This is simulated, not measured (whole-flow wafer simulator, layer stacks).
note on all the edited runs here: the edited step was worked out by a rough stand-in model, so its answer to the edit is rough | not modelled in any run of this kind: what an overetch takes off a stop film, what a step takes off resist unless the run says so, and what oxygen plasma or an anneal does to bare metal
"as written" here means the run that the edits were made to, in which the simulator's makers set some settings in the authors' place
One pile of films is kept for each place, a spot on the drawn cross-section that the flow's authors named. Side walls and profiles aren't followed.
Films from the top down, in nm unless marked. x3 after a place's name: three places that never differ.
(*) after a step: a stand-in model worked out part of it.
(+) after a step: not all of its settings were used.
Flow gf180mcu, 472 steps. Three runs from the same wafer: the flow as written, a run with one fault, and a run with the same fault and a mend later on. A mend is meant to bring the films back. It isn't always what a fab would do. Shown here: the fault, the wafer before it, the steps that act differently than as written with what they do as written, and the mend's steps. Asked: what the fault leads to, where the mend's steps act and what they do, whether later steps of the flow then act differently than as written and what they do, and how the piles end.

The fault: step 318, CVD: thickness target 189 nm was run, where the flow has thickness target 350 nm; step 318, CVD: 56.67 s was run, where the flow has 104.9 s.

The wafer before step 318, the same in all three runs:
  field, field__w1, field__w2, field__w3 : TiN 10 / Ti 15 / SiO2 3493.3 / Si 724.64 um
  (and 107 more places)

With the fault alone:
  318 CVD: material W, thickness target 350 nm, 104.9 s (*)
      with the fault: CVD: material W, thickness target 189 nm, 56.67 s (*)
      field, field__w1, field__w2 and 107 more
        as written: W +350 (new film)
        with the fault: W +190.3 (new film)
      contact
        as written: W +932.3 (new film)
        with the fault: W +772.6 (new film)
  Later steps of the flow that act differently than as written:
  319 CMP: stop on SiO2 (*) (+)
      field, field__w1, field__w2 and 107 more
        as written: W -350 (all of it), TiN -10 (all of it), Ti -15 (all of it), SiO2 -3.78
        with the fault: W -190.3 (all of it), TiN -10 (all of it), Ti -15 (all of it), SiO2 -2.17
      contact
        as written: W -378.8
        with the fault: W -217.5
  At the end the piles differ from the flow's only slightly at the places that both follow, by at most 2% or 0.5 nm, whichever is larger.

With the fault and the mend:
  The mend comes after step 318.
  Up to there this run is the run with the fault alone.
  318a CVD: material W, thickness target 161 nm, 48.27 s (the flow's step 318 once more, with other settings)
      field, field__w1, field__w2 and 108 more
        W +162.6
  No later step of the flow acts differently than as written, at any place that is followed, by more than 2% or 0.5 nm, whichever is larger.
  At the end the piles differ from the flow's only slightly at the places that both follow, by at most 2% or 0.5 nm, whichever is larger.
